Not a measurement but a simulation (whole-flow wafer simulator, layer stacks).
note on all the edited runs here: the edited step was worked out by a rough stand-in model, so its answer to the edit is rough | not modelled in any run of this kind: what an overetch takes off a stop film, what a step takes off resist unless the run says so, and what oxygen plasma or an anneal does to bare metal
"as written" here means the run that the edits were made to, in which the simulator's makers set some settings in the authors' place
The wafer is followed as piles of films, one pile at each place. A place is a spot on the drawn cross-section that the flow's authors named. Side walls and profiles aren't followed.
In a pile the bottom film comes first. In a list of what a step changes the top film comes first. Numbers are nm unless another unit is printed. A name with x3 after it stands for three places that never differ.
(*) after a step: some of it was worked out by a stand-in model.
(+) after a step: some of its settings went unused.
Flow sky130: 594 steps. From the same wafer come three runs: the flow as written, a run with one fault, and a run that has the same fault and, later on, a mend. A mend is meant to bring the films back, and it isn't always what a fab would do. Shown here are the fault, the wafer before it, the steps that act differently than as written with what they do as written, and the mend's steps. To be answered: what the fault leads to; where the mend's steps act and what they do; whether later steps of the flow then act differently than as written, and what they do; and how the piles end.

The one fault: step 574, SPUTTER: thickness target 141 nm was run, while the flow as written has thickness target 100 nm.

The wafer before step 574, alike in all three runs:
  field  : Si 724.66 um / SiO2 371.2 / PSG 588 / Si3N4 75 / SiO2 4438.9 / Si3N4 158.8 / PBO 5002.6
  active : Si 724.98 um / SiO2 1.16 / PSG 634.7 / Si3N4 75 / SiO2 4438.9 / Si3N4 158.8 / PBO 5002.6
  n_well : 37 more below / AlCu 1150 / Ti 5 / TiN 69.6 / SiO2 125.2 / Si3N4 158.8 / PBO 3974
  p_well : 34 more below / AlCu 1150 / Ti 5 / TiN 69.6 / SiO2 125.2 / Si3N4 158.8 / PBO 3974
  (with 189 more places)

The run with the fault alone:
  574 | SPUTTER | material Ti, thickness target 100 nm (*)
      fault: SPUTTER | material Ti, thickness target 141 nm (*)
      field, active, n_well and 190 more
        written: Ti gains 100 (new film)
        fault: Ti gains 141 (new film)
  Steps further on in the flow that do not act as written (not shown: 7 more steps that differ only slightly, by at most 2% or 0.5 nm, whichever is larger):
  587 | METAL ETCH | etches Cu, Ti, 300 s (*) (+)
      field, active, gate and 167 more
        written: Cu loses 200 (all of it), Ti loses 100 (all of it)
        fault: Cu loses 200 (all of it), Ti loses 141 (all of it)
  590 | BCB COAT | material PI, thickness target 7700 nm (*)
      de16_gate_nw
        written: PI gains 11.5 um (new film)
        fault: PI gains 11.54 um (new film)
  At n_well, p_well, sd_n and 20 more, the piles at the end differ from the flow's by more than 2% or 0.5 nm, whichever is larger.
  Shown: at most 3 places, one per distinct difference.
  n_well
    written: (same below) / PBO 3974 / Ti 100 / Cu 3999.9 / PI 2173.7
    fault: (same below) / PBO 3974 / Ti 141 / Cu 3999.9 / PI 2147
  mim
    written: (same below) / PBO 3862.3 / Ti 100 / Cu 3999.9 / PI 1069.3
    fault: (same below) / PBO 3862.3 / Ti 141 / Cu 3999.9 / PI 1031
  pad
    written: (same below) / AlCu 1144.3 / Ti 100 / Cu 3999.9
    fault: (same below) / AlCu 1144.3 / Ti 141 / Cu 3999.9

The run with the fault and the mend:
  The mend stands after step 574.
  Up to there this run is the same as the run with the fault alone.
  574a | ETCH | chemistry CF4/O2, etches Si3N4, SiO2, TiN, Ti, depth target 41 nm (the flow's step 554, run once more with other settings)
      field, active, n_well and 190 more
        Ti loses 41
  Every later step of the flow that is run acts as written, at every place that is followed, to within 2% or 0.5 nm, whichever is larger.
  At every place that both follow, the piles at the end match the flow's.
